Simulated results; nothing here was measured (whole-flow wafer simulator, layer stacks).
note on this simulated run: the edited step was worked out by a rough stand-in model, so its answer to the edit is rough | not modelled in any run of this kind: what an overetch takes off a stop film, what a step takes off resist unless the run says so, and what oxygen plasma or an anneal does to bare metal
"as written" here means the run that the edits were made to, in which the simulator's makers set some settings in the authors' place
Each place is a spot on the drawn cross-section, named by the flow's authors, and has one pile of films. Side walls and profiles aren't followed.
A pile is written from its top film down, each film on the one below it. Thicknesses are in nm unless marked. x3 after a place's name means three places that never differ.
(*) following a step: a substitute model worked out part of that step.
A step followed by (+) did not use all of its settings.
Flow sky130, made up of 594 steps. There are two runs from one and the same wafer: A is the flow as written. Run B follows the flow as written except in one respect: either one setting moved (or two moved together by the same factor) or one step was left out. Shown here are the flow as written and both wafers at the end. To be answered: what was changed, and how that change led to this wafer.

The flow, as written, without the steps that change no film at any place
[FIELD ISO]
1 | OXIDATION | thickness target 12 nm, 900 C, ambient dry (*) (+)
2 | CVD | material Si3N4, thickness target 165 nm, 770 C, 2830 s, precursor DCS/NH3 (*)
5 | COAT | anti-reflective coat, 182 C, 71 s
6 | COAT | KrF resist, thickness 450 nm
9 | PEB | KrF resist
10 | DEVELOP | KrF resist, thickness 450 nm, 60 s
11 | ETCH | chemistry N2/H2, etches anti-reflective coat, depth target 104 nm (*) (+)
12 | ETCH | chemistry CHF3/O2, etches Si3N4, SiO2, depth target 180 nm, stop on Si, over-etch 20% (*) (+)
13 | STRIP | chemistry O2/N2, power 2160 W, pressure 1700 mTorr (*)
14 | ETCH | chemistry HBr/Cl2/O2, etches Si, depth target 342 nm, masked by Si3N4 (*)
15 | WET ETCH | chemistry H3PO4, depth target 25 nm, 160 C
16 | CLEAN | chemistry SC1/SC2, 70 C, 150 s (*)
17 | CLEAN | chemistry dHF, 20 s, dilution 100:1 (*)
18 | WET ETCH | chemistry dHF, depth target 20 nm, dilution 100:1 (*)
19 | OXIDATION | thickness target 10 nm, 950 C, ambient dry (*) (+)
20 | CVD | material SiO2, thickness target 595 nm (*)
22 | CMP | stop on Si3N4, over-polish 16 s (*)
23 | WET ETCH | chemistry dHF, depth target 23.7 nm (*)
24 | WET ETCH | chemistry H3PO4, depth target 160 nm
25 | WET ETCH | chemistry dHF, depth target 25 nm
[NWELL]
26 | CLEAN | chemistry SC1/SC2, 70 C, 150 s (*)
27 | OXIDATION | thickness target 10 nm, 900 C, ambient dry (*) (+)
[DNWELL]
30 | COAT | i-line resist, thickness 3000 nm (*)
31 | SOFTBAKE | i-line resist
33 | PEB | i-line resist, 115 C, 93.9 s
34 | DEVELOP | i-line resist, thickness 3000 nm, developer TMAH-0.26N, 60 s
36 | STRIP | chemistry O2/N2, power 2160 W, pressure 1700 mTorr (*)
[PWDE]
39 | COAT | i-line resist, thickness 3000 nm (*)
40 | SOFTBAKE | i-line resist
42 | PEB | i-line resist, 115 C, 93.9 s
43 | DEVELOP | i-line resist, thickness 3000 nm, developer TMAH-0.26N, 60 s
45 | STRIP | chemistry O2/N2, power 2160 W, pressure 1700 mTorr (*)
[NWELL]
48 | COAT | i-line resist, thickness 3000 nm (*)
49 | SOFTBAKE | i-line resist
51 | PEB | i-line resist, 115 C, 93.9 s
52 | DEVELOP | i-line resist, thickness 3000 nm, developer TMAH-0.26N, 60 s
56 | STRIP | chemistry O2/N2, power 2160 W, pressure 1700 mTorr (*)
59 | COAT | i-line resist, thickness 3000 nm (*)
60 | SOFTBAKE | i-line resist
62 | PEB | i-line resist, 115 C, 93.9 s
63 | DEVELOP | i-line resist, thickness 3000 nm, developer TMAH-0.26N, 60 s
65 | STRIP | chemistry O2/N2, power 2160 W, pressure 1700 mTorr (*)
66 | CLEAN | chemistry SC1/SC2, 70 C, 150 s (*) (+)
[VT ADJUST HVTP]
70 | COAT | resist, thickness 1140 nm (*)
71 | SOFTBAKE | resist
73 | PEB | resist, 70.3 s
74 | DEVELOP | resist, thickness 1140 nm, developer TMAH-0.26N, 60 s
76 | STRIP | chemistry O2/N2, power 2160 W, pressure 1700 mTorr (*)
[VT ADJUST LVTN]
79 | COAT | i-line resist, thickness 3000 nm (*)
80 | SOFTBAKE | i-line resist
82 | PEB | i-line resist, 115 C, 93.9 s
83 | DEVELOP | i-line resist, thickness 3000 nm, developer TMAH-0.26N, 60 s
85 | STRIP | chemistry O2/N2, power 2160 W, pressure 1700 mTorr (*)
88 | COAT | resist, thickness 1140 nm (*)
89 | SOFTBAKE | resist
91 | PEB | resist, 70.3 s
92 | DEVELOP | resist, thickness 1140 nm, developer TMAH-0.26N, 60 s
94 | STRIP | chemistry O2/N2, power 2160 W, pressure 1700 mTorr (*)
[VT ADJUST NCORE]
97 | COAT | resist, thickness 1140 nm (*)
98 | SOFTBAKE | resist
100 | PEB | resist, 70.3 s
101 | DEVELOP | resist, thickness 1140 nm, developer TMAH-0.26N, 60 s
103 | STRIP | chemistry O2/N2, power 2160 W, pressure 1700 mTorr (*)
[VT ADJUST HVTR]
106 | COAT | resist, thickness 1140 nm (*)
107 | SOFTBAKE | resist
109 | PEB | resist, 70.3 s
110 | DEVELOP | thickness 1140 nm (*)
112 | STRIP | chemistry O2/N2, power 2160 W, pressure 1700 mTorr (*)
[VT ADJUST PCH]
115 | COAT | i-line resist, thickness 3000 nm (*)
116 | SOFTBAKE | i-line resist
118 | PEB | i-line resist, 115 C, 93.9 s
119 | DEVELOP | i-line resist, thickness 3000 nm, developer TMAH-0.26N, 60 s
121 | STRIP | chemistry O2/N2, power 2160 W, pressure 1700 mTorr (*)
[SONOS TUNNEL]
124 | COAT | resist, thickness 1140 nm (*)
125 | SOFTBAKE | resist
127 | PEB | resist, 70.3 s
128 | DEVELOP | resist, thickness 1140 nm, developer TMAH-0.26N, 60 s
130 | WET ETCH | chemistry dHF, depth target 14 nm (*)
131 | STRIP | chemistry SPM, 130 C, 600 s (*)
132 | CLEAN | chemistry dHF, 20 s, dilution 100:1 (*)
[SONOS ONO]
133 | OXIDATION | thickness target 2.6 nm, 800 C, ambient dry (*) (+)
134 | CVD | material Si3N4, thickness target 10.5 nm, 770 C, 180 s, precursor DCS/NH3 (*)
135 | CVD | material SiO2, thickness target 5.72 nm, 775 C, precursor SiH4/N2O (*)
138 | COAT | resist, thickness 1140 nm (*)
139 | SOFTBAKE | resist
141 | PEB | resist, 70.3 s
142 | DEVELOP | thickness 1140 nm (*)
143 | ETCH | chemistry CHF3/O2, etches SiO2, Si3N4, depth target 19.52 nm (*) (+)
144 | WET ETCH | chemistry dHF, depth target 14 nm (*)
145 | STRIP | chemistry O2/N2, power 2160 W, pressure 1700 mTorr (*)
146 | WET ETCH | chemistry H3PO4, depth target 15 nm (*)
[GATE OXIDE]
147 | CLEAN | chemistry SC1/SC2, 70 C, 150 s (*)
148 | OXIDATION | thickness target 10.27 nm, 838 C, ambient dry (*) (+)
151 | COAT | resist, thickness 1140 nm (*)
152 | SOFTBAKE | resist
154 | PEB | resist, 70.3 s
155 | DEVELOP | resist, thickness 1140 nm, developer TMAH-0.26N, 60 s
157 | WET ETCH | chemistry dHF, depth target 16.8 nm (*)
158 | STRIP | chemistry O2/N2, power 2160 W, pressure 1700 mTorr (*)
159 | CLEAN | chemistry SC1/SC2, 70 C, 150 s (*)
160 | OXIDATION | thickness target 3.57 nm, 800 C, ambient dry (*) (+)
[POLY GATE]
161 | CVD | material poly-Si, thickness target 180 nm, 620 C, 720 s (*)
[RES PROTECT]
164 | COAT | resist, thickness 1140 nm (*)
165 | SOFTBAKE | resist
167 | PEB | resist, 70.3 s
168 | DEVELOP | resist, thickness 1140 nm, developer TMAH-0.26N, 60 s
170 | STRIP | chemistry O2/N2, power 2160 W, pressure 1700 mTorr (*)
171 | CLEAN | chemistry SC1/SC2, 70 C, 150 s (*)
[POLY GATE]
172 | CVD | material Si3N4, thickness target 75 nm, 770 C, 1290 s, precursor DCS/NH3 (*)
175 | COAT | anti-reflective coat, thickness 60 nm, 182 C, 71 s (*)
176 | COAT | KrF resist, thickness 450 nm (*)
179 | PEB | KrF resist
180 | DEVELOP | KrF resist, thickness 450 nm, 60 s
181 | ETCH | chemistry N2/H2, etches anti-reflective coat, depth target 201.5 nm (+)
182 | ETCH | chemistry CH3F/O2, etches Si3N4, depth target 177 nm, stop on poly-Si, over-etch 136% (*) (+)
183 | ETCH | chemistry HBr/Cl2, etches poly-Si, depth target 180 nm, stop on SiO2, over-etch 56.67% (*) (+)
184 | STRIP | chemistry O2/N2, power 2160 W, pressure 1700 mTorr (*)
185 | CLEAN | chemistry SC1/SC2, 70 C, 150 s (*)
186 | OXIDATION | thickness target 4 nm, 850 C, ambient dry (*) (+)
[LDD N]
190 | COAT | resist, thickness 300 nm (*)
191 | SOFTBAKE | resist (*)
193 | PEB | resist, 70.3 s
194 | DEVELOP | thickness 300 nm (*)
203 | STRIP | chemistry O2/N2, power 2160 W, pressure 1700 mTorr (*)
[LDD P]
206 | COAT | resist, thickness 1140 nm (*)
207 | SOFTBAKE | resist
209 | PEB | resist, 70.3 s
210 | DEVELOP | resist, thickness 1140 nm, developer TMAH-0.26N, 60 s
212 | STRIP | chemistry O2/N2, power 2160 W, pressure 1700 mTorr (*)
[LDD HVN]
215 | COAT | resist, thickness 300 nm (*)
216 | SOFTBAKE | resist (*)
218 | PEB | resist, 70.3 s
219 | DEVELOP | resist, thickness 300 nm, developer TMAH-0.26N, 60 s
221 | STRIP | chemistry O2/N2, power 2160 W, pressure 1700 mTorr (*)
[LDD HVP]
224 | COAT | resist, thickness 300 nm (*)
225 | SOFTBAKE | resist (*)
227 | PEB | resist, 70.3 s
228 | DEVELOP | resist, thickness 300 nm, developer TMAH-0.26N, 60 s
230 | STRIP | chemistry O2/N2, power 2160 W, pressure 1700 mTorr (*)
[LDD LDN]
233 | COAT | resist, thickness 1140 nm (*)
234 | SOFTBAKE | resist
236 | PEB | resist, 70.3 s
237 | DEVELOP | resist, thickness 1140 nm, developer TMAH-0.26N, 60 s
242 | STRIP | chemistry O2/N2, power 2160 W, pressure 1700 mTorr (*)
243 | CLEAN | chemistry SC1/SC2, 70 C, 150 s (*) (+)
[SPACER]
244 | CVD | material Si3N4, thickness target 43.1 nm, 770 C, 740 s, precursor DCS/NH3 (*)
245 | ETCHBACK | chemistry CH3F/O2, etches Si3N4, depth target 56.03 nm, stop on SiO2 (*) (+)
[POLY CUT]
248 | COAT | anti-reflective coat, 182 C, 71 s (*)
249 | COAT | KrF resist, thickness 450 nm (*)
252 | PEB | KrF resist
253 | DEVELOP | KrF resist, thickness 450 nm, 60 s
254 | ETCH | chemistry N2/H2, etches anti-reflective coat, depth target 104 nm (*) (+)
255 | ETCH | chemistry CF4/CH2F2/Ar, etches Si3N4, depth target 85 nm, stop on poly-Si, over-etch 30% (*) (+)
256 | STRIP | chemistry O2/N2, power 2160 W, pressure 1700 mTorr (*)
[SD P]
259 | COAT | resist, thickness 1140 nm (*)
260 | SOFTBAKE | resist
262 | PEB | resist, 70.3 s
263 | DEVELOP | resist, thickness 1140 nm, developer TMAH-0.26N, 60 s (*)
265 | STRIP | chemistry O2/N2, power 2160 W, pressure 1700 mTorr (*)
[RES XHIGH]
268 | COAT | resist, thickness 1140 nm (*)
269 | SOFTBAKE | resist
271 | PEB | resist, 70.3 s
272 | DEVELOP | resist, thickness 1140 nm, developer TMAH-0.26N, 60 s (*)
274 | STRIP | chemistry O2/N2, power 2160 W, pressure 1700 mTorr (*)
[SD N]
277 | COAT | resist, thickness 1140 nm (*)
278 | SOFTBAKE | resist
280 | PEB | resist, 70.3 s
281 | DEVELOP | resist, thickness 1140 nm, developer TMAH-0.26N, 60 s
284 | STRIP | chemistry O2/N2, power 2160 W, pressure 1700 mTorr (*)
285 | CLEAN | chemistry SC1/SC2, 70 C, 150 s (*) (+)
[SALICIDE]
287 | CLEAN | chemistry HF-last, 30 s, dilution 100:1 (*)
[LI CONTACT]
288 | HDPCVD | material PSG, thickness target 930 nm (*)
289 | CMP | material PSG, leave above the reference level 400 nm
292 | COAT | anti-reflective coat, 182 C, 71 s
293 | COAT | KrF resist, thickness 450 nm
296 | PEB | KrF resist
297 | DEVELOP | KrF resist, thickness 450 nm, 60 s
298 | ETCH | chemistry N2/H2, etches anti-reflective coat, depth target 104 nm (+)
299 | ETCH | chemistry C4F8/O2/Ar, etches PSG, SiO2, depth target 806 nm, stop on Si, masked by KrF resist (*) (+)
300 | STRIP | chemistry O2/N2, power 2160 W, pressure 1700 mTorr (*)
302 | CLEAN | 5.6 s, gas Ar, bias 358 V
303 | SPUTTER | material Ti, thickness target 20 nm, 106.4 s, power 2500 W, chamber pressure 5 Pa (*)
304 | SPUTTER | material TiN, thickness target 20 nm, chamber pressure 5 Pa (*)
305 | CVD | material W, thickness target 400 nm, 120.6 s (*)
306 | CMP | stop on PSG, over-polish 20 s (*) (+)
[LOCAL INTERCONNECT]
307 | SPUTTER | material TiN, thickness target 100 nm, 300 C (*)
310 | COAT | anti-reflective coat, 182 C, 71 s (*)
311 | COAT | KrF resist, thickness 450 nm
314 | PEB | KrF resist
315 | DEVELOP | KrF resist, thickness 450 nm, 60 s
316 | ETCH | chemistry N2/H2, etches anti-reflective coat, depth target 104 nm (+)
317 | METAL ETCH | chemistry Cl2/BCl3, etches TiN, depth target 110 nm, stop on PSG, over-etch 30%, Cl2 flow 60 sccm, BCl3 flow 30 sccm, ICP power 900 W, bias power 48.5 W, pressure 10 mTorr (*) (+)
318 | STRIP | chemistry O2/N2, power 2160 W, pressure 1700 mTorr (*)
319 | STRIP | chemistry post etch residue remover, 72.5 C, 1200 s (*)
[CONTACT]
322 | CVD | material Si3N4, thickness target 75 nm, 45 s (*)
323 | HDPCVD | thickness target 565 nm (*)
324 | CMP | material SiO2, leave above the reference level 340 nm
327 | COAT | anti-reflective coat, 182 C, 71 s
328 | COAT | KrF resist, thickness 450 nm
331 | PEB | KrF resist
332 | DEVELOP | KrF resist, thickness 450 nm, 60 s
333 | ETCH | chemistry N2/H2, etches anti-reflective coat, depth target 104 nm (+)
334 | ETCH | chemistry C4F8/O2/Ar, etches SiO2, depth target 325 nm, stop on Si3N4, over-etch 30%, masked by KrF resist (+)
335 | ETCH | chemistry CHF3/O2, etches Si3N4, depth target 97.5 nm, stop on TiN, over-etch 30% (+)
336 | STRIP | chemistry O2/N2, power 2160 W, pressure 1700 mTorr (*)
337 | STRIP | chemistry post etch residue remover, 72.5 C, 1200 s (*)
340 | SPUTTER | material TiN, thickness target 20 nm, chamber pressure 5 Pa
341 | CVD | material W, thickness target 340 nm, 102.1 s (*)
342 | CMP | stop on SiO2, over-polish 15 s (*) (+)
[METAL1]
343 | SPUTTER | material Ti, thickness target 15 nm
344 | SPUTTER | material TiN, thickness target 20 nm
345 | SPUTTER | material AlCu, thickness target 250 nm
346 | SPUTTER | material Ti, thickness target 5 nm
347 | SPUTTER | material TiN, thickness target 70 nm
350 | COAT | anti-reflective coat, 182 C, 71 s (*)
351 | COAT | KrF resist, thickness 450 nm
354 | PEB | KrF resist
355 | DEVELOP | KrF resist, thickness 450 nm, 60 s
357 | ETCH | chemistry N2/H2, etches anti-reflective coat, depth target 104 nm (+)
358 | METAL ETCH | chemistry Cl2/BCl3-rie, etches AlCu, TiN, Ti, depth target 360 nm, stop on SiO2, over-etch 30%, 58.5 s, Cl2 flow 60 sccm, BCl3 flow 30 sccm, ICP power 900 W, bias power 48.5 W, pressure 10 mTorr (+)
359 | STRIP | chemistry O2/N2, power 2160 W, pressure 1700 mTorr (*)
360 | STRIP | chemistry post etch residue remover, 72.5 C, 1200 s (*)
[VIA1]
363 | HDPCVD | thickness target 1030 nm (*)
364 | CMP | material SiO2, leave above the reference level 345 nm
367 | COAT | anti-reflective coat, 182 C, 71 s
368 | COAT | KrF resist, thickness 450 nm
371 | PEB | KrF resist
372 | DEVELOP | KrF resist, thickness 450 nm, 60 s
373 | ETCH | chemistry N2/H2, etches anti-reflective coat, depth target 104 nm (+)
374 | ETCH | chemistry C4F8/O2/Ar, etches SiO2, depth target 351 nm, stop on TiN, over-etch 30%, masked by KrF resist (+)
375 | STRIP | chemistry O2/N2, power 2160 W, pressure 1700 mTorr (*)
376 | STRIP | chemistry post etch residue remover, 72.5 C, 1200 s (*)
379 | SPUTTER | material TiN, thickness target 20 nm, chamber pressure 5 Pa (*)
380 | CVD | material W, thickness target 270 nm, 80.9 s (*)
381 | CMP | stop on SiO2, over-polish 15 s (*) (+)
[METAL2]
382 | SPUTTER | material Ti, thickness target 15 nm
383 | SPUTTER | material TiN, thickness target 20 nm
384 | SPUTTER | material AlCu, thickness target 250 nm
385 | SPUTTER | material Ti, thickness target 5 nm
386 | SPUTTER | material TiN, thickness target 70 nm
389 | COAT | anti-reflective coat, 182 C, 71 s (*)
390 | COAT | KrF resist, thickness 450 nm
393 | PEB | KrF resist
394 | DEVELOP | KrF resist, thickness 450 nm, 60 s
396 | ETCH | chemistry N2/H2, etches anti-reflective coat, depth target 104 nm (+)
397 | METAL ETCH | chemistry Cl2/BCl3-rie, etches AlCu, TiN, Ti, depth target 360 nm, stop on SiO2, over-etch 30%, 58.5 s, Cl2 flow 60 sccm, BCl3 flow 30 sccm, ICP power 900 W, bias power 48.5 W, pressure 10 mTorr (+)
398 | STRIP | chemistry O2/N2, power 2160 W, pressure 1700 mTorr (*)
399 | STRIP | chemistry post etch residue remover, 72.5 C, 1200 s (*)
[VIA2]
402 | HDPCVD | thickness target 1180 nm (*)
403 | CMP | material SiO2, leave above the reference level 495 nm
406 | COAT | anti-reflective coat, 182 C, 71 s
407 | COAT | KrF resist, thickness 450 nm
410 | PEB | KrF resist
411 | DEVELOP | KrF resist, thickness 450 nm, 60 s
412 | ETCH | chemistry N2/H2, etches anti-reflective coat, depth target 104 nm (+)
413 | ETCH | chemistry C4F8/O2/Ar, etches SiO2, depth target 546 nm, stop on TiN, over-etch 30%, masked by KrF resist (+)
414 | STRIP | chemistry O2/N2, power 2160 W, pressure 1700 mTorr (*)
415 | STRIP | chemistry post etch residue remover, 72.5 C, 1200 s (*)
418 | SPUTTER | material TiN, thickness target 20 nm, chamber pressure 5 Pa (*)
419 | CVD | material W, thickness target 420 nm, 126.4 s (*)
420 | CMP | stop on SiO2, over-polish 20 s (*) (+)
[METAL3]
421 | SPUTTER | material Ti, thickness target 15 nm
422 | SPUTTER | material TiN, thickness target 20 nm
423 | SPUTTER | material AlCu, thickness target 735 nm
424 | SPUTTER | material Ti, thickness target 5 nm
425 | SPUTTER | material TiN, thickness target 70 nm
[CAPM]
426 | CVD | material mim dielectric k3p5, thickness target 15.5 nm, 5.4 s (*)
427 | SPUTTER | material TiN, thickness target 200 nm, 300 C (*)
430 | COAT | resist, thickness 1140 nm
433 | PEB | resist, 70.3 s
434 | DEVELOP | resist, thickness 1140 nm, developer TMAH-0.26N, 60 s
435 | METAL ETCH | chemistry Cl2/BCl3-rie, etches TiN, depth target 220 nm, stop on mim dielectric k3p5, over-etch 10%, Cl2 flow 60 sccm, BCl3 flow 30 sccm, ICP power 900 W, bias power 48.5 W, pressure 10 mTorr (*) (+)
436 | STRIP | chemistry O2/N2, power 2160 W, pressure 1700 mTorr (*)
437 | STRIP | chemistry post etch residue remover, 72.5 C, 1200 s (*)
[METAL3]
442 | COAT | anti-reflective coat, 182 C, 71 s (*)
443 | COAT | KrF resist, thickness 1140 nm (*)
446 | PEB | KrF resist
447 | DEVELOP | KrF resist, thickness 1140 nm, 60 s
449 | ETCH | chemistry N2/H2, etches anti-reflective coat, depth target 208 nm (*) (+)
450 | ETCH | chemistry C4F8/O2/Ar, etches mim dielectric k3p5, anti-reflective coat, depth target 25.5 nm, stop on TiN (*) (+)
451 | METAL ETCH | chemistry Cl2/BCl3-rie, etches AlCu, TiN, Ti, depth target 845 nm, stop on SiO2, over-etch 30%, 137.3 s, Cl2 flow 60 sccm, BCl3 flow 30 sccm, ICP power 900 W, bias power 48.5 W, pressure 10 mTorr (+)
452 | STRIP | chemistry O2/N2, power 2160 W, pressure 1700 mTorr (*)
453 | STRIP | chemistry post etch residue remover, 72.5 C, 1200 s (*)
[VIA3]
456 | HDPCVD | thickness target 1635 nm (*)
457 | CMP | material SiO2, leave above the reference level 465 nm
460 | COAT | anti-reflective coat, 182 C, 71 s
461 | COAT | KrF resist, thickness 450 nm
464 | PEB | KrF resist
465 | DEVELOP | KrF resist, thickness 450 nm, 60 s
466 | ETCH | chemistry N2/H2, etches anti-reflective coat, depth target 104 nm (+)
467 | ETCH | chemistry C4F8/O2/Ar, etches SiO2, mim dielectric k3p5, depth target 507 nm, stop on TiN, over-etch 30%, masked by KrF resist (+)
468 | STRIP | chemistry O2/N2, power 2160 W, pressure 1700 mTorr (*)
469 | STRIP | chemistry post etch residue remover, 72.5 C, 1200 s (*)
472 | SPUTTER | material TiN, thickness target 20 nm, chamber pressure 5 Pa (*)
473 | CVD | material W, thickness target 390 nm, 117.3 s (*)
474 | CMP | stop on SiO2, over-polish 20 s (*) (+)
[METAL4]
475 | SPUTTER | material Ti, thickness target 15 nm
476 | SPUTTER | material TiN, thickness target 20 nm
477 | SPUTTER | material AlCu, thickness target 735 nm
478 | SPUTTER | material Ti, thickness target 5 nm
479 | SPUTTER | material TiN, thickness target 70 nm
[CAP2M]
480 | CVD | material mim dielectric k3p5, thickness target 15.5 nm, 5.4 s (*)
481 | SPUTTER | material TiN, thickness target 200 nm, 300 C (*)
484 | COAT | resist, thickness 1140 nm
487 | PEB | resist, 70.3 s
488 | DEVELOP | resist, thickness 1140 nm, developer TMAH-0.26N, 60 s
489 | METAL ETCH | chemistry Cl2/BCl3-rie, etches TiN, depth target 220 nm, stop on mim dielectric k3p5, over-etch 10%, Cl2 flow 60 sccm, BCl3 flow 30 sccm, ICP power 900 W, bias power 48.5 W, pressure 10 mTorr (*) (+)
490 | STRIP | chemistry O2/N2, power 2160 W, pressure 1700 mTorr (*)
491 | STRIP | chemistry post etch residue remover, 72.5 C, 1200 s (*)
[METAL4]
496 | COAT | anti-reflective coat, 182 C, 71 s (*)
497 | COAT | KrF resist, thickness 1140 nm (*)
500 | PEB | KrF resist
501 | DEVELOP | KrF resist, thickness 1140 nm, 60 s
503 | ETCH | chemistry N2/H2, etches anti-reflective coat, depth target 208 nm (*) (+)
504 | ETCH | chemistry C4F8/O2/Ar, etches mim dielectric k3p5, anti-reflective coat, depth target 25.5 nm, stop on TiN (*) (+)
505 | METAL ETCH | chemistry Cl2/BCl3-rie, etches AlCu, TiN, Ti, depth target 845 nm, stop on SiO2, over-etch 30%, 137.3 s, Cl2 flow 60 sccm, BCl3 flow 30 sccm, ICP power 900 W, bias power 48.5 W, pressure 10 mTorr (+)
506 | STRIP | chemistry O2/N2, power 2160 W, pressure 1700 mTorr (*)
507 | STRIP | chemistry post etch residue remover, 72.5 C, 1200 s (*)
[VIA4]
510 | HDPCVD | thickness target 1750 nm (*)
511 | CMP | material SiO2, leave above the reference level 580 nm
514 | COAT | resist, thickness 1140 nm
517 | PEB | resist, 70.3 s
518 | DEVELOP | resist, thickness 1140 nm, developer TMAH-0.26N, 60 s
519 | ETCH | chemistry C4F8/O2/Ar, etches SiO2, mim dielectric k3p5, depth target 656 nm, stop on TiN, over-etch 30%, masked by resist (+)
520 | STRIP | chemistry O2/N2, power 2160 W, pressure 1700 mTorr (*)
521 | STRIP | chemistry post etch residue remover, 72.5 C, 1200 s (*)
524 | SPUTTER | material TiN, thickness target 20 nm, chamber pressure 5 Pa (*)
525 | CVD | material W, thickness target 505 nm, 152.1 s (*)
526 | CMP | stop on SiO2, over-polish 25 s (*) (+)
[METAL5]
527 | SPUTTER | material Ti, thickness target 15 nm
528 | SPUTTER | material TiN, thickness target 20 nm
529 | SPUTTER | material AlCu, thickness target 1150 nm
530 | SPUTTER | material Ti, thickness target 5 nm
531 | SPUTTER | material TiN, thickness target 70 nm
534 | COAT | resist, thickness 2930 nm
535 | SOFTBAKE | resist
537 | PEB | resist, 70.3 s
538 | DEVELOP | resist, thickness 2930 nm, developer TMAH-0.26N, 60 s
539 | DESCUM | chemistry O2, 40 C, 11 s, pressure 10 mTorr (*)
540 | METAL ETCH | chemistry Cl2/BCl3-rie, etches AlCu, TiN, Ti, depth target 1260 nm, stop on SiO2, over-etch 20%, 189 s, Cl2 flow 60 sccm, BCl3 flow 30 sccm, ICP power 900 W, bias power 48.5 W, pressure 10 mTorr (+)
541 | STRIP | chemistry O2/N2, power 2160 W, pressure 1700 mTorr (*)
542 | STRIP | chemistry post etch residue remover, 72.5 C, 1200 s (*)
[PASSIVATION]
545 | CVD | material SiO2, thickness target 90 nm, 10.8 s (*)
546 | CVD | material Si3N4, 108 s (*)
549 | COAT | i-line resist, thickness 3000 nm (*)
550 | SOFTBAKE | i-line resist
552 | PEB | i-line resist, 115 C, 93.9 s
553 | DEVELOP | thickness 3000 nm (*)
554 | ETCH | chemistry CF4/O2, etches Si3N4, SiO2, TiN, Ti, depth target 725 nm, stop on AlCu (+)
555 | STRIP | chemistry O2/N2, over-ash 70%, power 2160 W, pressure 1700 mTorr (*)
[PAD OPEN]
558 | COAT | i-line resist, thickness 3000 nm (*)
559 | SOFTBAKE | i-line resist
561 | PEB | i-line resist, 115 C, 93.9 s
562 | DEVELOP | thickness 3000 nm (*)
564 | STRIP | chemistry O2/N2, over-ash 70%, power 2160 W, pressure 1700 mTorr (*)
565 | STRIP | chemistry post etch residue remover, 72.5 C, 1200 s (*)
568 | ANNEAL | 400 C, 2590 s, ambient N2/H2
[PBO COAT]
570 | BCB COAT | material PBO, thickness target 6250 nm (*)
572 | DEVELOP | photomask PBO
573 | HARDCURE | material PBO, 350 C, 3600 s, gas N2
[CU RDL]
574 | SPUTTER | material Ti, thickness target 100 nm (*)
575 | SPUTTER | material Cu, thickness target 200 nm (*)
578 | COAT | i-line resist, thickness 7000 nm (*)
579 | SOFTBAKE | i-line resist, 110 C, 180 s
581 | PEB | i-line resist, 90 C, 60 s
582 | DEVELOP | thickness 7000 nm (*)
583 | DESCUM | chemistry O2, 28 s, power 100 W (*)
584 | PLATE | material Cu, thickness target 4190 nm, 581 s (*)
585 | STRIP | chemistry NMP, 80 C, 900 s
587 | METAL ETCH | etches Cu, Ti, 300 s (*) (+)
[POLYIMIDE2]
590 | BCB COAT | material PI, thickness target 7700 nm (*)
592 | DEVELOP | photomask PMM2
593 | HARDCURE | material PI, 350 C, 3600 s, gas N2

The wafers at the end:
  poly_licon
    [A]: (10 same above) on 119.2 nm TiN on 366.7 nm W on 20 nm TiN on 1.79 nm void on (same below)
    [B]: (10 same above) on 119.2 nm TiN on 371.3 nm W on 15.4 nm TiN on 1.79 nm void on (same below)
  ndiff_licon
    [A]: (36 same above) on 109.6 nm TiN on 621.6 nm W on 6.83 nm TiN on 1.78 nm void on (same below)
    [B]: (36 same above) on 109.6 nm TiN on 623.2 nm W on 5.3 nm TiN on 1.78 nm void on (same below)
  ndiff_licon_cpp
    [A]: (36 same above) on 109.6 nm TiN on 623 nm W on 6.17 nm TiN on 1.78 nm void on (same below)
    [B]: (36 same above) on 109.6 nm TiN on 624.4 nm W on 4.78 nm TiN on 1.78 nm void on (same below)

What caused this: step 304, SPUTTER: thickness target 15.4 nm was run, while the flow as written has thickness target 20 nm.
The wafer lets one read it off: poly_licon has TiN 15.4, and step 304 as written asks for 20 nm.

Step by step, how the change led to this:
  304 | SPUTTER | material TiN, thickness target 20 nm, chamber pressure 5 Pa (*)
      field, active, n_well and 185 more: A TiN gains 20 (new film) | B TiN gains 15.4 (new film)
      ndiff_licon: A TiN gains 6.83 (new film) | B TiN gains 5.3 (new film)
      (and at 2 other places as well)
  306 | CMP | stop on PSG, over-polish 20 s (*) (+)
      field, active, n_well and 184 more: A W loses 400 (all of it), TiN loses 20 (all of it), Ti loses 20 (all of it), PSG loses 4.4 | B W loses 400 (all of it), TiN loses 15.4 (all of it), Ti loses 20 (all of it), PSG loses 4.4
      poly_licon: A W loses 33.3 | B W loses 28.7
